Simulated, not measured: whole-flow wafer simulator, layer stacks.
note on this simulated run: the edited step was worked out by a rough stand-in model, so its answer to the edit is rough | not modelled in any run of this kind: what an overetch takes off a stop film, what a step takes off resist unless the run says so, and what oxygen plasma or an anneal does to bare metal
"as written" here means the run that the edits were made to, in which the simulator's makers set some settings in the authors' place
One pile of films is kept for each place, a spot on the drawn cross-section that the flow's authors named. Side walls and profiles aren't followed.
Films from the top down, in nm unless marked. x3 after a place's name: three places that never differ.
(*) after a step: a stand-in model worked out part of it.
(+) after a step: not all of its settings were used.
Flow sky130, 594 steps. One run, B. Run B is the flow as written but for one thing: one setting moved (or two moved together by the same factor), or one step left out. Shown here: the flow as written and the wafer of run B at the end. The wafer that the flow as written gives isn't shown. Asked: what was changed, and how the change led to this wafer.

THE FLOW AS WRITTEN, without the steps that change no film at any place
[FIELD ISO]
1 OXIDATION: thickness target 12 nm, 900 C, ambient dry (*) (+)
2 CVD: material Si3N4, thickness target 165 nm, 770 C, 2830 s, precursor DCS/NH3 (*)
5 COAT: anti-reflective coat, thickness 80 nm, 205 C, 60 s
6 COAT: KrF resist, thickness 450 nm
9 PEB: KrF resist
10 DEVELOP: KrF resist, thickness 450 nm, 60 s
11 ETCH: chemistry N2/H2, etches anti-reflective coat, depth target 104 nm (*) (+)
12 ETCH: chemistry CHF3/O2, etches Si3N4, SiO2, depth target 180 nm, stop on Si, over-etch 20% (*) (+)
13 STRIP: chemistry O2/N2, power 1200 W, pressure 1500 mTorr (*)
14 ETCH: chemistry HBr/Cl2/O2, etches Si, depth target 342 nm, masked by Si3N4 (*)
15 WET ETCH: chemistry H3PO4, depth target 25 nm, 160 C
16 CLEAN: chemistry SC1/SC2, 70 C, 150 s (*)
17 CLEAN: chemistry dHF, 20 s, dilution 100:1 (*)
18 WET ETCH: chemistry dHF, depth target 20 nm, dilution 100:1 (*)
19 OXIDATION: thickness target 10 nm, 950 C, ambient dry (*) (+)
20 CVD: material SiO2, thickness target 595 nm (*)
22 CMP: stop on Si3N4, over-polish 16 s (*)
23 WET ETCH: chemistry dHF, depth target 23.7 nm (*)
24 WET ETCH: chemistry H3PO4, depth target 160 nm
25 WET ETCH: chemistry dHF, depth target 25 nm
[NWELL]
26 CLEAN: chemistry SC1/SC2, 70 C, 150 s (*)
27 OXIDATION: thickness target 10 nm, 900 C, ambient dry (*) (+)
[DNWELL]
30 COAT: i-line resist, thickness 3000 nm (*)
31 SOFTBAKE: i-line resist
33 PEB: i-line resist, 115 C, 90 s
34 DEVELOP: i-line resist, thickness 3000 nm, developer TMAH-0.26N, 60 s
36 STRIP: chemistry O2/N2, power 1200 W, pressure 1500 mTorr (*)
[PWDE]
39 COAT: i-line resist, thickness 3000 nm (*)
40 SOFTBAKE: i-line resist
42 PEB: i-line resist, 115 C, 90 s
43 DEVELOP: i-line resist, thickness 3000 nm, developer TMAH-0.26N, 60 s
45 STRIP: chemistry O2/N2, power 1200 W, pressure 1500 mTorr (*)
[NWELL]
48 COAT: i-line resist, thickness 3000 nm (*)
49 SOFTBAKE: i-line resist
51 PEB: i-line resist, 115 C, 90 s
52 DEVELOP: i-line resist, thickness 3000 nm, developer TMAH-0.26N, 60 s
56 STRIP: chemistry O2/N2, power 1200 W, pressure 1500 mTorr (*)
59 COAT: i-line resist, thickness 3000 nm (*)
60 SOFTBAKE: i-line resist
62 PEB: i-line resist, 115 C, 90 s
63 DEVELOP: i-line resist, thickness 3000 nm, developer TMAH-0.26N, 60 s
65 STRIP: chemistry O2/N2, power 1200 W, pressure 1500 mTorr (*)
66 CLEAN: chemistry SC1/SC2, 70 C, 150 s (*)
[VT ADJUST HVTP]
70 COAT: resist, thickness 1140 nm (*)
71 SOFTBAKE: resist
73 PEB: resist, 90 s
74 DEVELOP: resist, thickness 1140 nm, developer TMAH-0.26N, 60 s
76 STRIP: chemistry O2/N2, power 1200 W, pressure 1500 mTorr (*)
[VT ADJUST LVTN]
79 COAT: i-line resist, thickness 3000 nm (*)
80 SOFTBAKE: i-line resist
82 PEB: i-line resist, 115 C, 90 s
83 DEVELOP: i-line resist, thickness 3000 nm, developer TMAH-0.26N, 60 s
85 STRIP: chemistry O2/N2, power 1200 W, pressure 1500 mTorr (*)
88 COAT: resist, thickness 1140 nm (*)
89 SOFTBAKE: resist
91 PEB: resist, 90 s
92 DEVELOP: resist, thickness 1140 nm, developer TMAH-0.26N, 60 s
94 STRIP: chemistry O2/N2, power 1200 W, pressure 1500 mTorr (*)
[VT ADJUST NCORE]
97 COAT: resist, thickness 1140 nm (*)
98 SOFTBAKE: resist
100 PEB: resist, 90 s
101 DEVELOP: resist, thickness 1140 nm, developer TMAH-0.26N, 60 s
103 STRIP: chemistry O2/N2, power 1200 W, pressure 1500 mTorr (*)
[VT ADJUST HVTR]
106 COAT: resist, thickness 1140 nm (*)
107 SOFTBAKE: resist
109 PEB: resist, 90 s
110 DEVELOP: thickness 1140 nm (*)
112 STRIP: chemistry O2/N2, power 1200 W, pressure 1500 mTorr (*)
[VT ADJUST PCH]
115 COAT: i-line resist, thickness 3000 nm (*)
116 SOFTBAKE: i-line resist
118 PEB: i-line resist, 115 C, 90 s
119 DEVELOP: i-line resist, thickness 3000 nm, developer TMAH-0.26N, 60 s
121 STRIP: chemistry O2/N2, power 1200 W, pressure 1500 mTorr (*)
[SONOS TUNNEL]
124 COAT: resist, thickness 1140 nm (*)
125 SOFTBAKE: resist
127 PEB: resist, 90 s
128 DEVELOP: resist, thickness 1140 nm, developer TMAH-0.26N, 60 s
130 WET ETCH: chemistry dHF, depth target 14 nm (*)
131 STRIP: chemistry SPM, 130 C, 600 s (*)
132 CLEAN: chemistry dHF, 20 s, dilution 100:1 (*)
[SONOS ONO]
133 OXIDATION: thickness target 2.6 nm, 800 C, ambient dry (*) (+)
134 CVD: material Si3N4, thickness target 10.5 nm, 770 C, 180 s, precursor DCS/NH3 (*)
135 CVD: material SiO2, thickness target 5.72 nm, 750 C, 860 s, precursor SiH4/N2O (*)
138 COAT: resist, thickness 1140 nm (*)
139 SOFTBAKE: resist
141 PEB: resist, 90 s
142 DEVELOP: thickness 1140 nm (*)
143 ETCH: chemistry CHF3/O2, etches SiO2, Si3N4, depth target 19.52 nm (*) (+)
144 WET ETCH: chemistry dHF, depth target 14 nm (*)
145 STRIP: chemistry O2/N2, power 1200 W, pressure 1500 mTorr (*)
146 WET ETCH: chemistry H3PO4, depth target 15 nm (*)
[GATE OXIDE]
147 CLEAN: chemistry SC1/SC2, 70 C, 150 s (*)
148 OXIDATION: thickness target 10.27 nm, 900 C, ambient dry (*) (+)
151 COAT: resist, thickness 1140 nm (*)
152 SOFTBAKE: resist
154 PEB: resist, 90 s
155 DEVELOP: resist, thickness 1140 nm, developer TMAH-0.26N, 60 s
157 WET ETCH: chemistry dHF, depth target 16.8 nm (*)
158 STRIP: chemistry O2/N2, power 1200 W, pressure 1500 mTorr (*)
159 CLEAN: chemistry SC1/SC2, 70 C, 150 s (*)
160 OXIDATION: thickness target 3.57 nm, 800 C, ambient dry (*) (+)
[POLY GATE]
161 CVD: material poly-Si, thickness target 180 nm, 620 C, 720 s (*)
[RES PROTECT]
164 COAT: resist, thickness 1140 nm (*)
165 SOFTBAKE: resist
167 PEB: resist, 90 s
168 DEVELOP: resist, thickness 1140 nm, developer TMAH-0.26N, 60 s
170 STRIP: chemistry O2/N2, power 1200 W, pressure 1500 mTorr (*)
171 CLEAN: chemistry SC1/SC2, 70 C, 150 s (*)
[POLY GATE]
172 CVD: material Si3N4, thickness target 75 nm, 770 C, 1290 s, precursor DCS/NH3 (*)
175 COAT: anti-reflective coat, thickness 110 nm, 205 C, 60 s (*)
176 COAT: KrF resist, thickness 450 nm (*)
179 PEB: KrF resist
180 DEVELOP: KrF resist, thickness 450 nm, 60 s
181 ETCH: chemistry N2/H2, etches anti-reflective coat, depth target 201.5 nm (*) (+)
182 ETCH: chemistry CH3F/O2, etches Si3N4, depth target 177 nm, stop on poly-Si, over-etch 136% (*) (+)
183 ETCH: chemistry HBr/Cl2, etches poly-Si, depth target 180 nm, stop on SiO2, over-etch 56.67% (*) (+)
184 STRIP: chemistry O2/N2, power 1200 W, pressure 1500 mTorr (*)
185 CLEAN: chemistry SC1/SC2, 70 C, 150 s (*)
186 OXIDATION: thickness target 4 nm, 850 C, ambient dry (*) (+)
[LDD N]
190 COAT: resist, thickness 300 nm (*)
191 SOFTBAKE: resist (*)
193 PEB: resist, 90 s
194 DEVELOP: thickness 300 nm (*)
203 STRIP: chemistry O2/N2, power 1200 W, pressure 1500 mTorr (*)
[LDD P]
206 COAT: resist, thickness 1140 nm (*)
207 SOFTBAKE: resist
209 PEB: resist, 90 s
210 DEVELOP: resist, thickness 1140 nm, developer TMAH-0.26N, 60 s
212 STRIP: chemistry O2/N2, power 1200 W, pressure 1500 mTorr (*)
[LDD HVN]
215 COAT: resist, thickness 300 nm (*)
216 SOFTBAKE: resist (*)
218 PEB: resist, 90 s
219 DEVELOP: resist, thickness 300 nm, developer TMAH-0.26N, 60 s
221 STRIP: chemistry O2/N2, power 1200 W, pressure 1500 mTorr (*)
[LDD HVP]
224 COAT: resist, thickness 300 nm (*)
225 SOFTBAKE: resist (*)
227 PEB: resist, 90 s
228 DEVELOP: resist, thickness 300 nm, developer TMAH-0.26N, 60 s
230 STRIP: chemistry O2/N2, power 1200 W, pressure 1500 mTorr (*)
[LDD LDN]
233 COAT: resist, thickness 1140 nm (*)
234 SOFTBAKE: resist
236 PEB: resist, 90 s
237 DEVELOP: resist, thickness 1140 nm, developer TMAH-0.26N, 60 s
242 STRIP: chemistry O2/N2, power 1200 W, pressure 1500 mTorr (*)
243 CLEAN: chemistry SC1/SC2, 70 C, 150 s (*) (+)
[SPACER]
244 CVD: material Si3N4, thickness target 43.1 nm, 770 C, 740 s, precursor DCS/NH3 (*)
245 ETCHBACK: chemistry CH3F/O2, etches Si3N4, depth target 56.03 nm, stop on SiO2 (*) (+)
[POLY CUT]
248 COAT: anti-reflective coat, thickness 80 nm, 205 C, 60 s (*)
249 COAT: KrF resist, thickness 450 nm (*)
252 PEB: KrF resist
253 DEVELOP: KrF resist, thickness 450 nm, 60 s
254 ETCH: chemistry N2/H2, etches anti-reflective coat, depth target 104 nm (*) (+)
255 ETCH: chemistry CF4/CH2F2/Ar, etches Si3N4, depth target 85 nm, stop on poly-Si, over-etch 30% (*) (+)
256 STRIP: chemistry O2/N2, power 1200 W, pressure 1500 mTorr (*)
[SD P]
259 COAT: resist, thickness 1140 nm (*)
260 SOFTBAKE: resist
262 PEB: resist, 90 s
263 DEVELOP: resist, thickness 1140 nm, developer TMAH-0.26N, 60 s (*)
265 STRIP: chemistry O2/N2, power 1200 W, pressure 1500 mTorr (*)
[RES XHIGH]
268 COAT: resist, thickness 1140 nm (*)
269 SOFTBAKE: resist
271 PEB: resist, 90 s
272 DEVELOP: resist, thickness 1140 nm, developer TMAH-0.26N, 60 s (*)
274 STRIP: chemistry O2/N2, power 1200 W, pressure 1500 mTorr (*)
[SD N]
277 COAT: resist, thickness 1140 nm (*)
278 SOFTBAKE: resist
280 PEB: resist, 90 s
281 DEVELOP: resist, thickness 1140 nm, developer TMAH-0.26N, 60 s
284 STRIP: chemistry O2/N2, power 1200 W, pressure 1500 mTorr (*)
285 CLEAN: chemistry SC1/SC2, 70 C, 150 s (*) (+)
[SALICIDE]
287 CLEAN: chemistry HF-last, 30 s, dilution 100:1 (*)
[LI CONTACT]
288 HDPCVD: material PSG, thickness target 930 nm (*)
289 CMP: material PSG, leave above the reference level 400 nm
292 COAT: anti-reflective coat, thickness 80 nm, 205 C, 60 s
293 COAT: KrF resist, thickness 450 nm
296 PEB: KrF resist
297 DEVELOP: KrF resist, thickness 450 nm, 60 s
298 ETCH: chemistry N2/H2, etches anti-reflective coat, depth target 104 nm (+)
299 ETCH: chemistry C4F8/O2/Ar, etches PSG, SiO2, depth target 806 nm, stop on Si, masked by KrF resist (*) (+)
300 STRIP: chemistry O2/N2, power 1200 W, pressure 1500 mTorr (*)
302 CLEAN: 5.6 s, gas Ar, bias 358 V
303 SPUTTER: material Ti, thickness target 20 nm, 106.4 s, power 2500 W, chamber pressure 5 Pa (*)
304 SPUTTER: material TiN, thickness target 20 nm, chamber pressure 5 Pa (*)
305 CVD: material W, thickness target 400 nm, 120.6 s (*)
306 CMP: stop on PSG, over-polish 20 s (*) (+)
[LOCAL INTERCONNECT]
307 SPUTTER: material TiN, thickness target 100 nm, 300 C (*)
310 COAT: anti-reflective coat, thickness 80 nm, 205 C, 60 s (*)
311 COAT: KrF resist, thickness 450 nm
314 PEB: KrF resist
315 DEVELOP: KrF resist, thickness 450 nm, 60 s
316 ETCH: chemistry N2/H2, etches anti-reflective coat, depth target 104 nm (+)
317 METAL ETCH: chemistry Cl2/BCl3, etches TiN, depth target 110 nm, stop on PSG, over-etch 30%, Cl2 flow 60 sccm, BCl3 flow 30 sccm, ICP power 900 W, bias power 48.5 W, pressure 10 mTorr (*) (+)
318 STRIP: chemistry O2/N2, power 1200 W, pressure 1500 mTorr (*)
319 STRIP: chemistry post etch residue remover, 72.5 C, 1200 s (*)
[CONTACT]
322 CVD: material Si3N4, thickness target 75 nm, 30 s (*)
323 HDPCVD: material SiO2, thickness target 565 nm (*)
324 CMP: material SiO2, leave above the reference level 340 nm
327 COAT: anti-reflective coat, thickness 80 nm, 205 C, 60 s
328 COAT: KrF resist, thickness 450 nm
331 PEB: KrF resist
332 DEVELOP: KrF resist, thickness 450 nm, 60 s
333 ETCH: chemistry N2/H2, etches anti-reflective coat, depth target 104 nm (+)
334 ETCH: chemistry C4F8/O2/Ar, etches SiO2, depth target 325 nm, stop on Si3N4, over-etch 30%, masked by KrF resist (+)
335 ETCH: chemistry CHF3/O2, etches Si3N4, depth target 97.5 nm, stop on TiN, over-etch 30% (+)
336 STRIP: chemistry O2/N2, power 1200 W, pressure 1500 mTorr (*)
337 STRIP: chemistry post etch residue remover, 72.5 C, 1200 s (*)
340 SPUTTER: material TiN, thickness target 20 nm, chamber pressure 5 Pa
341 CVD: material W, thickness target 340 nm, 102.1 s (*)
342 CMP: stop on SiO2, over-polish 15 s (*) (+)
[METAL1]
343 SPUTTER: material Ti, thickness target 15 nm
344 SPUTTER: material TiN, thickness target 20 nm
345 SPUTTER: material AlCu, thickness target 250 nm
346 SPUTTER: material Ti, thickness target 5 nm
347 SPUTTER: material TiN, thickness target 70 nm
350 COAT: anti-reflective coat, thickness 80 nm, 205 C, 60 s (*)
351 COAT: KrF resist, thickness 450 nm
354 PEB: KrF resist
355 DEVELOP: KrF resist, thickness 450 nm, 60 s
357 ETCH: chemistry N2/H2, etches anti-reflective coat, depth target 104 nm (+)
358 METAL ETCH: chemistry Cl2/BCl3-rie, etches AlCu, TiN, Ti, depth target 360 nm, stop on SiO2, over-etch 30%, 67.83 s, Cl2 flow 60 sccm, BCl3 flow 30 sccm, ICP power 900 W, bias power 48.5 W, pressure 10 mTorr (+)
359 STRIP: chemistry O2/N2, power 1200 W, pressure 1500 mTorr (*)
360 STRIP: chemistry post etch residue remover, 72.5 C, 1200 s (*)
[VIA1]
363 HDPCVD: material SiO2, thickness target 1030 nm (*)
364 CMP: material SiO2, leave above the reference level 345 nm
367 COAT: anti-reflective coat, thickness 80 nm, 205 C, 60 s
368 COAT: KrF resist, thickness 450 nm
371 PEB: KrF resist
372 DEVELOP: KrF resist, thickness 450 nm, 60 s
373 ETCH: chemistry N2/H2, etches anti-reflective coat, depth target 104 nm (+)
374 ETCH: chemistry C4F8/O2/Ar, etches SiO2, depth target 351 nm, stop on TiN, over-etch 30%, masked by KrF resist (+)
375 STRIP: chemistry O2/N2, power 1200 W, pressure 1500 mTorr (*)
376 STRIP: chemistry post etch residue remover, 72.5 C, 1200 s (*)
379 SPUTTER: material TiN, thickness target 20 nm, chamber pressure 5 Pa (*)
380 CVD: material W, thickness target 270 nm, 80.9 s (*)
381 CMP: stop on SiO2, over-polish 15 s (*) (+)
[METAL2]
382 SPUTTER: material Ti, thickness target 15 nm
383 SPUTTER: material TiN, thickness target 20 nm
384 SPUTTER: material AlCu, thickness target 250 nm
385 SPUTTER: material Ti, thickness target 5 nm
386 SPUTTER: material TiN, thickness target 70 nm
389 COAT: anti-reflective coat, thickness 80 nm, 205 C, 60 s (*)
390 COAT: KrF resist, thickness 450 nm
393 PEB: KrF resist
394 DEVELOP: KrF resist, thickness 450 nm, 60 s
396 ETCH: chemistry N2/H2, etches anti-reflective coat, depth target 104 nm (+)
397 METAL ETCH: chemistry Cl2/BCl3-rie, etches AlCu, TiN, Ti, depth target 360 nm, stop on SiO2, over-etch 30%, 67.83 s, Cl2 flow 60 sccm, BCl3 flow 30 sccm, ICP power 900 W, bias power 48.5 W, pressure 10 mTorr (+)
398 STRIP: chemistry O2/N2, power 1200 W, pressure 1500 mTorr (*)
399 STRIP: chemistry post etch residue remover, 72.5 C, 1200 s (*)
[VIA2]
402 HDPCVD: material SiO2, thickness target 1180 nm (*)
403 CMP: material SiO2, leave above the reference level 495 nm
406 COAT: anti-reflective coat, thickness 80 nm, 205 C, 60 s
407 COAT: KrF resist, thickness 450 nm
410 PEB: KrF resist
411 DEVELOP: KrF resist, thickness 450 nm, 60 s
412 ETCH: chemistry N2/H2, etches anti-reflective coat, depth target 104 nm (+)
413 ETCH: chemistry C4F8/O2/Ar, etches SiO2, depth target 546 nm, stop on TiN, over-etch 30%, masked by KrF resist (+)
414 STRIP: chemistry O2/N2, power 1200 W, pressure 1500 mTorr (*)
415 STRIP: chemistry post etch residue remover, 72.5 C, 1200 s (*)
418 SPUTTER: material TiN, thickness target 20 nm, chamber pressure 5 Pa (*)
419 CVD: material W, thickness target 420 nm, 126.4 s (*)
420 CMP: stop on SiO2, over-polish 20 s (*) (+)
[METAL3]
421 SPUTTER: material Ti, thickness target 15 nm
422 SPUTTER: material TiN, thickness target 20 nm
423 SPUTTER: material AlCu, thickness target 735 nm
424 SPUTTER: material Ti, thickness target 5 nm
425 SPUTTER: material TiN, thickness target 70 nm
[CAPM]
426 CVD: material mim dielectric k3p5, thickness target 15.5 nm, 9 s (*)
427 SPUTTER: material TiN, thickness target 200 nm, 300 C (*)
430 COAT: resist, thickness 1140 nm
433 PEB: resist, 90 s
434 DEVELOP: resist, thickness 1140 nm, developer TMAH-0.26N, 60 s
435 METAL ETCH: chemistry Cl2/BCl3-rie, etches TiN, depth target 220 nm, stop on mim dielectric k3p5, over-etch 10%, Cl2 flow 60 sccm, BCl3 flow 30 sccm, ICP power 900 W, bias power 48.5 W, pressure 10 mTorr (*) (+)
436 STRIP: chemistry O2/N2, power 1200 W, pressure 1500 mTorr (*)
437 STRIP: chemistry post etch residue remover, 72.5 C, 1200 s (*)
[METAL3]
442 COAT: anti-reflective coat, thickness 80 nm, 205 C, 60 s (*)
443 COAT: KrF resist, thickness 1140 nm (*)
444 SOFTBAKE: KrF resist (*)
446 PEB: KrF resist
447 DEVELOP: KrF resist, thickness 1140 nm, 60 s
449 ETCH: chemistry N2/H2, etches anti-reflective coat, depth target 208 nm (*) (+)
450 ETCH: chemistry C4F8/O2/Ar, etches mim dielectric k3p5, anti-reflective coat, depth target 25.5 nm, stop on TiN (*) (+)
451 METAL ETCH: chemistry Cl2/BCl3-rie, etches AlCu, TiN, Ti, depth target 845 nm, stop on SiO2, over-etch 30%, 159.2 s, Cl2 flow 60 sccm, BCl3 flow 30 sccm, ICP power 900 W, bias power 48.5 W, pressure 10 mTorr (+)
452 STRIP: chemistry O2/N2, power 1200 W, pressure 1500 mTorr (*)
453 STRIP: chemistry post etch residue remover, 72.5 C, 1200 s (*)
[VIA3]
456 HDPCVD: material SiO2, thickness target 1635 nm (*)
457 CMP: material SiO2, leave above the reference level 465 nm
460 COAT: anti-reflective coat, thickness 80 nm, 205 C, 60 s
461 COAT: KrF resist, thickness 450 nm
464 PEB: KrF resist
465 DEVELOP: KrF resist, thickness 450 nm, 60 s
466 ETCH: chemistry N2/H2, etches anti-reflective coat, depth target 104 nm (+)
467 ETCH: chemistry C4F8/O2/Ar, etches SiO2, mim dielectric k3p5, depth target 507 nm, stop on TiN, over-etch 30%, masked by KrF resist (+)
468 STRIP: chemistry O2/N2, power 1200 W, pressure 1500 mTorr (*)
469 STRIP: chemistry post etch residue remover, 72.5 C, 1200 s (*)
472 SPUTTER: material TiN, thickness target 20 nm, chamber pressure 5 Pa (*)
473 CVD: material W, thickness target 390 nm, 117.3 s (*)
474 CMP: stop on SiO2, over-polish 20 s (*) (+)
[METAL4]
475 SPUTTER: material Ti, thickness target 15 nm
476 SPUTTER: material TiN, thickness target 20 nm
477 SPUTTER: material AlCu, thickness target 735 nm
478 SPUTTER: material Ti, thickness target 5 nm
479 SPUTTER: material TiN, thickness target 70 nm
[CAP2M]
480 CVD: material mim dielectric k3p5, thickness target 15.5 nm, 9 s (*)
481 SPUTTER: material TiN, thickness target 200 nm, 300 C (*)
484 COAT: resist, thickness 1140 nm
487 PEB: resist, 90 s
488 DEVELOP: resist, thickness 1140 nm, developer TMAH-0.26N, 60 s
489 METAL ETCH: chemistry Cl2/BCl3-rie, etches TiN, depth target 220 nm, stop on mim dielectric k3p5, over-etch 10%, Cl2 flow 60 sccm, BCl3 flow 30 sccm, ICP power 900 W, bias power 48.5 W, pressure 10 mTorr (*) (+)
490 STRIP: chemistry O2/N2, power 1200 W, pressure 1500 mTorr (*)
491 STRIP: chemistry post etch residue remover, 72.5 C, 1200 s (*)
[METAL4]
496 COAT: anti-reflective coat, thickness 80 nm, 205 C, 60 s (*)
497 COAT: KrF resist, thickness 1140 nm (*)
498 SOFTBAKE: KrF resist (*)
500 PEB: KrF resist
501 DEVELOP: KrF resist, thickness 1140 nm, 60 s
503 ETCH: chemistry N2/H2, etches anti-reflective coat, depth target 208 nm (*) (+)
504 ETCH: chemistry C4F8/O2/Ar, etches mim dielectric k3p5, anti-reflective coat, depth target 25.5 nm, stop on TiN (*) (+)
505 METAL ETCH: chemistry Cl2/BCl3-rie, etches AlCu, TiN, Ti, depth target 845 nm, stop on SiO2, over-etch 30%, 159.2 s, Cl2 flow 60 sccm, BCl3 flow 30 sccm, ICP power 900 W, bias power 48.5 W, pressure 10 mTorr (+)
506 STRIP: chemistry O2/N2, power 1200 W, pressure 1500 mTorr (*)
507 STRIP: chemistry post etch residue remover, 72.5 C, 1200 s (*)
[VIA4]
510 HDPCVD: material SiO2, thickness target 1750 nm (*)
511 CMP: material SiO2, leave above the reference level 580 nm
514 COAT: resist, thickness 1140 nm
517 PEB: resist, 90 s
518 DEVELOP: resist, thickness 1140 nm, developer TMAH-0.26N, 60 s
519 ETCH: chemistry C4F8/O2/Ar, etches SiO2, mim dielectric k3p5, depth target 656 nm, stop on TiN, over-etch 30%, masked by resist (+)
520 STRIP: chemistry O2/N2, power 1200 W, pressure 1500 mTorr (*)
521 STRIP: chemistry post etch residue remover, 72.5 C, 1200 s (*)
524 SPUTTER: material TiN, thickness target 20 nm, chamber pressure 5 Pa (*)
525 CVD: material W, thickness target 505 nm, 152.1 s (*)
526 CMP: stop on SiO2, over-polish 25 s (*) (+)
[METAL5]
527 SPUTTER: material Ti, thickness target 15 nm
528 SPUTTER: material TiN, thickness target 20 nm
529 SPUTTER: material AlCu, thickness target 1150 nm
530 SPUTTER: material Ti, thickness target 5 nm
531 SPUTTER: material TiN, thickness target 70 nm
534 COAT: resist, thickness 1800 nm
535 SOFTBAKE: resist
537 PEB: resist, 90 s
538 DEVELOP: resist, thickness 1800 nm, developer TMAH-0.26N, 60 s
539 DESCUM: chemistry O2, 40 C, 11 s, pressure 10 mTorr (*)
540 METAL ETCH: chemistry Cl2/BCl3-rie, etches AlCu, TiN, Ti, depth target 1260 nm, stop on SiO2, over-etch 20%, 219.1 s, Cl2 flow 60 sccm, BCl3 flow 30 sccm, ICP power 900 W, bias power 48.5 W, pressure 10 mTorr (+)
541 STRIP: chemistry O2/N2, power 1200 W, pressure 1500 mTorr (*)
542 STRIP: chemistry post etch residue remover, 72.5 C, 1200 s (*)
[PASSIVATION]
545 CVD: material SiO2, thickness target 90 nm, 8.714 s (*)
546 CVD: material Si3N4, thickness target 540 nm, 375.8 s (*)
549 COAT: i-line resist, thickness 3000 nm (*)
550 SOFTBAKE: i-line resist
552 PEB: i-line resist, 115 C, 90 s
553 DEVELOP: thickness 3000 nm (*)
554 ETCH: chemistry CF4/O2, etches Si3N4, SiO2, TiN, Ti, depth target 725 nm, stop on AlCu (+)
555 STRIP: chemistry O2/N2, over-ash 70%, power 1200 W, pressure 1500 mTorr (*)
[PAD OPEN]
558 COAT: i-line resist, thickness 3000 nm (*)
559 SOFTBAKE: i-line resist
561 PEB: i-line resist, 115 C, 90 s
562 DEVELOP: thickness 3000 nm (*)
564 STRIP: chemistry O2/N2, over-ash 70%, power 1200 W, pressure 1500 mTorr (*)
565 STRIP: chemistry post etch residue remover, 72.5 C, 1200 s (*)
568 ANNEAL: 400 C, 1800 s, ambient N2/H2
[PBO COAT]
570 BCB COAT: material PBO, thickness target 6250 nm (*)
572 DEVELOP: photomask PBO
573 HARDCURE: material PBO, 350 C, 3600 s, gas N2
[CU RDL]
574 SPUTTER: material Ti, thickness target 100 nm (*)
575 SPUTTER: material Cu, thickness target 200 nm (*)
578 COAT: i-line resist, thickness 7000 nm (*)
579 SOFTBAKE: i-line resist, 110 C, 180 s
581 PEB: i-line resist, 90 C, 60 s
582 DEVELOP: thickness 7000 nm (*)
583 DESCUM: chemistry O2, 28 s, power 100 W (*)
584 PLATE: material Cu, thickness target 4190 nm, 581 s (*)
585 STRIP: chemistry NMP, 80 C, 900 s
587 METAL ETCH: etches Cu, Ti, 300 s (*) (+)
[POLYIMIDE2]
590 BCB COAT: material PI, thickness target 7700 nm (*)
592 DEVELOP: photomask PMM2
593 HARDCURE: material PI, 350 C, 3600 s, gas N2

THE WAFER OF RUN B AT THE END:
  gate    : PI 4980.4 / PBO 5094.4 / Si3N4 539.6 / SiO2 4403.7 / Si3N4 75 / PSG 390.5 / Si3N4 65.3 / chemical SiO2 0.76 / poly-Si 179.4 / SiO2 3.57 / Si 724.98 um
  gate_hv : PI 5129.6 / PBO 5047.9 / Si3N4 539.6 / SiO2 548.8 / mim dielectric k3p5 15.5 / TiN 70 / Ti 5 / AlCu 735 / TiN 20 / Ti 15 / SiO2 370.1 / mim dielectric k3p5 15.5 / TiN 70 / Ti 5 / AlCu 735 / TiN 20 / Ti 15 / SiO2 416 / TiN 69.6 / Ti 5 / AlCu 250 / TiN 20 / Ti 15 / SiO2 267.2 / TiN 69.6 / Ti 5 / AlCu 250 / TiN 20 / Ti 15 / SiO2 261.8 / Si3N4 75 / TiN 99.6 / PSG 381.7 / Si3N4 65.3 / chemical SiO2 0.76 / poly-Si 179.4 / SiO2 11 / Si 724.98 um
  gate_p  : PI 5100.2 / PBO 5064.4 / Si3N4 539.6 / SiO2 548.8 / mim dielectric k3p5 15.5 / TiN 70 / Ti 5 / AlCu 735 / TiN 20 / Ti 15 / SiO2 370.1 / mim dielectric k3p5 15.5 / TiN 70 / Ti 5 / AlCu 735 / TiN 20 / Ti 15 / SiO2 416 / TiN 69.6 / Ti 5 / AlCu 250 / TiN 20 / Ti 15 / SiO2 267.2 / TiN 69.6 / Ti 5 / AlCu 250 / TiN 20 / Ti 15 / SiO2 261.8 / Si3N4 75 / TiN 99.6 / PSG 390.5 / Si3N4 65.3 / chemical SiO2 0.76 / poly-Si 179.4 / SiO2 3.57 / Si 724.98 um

The cause: step 244, CVD: thickness target 47.4 nm was run, where the flow has thickness target 43.1 nm.

How the change led to this, step by step:
  244 CVD: material Si3N4, thickness target 43.1 nm, 770 C, 740 s, precursor DCS/NH3 (*)
      field, active, p_well and 101 more: Si3N4 +47.4 (new film) (as written it would be: Si3N4 +43.1 (new film))
      n_well, gate, gate_hv and 74 more: Si3N4 +47.4 (as written it would be: Si3N4 +43.1)
  245 ETCHBACK: chemistry CH3F/O2, etches Si3N4, depth target 56.03 nm, stop on SiO2 (*) (+)
      field, active, p_well and 101 more: Si3N4 -47.4 (all of it), SiO2 -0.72 (as written it would be: Si3N4 -43.1 (all of it), SiO2 -1.08)
  248 COAT: anti-reflective coat, thickness 80 nm, 205 C, 60 s (*)
      gate_hv: anti-reflective coat +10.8 (new film) (as written it would be: anti-reflective coat +11.8 (new film))
      m1: anti-reflective coat +16.2 (new film) (as written it would be: anti-reflective coat +16.9 (new film))
      (and at 29 more places)
  254 ETCH: chemistry N2/H2, etches anti-reflective coat, depth target 104 nm (*) (+)
      rxpo_ln: anti-reflective coat -23.7 (all of it), Si3N4 -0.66 (as written it would be: anti-reflective coat -22.4 (all of it), Si3N4 -0.69)
  255 ETCH: chemistry CF4/CH2F2/Ar, etches Si3N4, depth target 85 nm, stop on poly-Si, over-etch 30% (*) (+)
      field, active, n_well and 180 more: KrF resist -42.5 (as written it would be: KrF resist -40.7)
      rpo_wd, rxpo_wd: Si3N4 -65.9 (all of it), chemical SiO2 -0.75 (all of it) (as written it would be: Si3N4 -61.6 (all of it), chemical SiO2 -0.75 (all of it))
      (and at 5 more places)
  256 STRIP: chemistry O2/N2, power 1200 W, pressure 1500 mTorr (*)
      gate_hv: KrF resist -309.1 (all of it), anti-reflective coat -10.8 (all of it) (as written it would be: KrF resist -311.5 (all of it), anti-reflective coat -11.8 (all of it))
      m1: KrF resist -282.1 (all of it), anti-reflective coat -16.2 (all of it) (as written it would be: KrF resist -284.8 (all of it), anti-reflective coat -16.9 (all of it))
      (and at 29 more places)
  306 CMP: stop on PSG, over-polish 20 s (*) (+)
      poly_licon: W -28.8 (as written it would be: W -33.1)
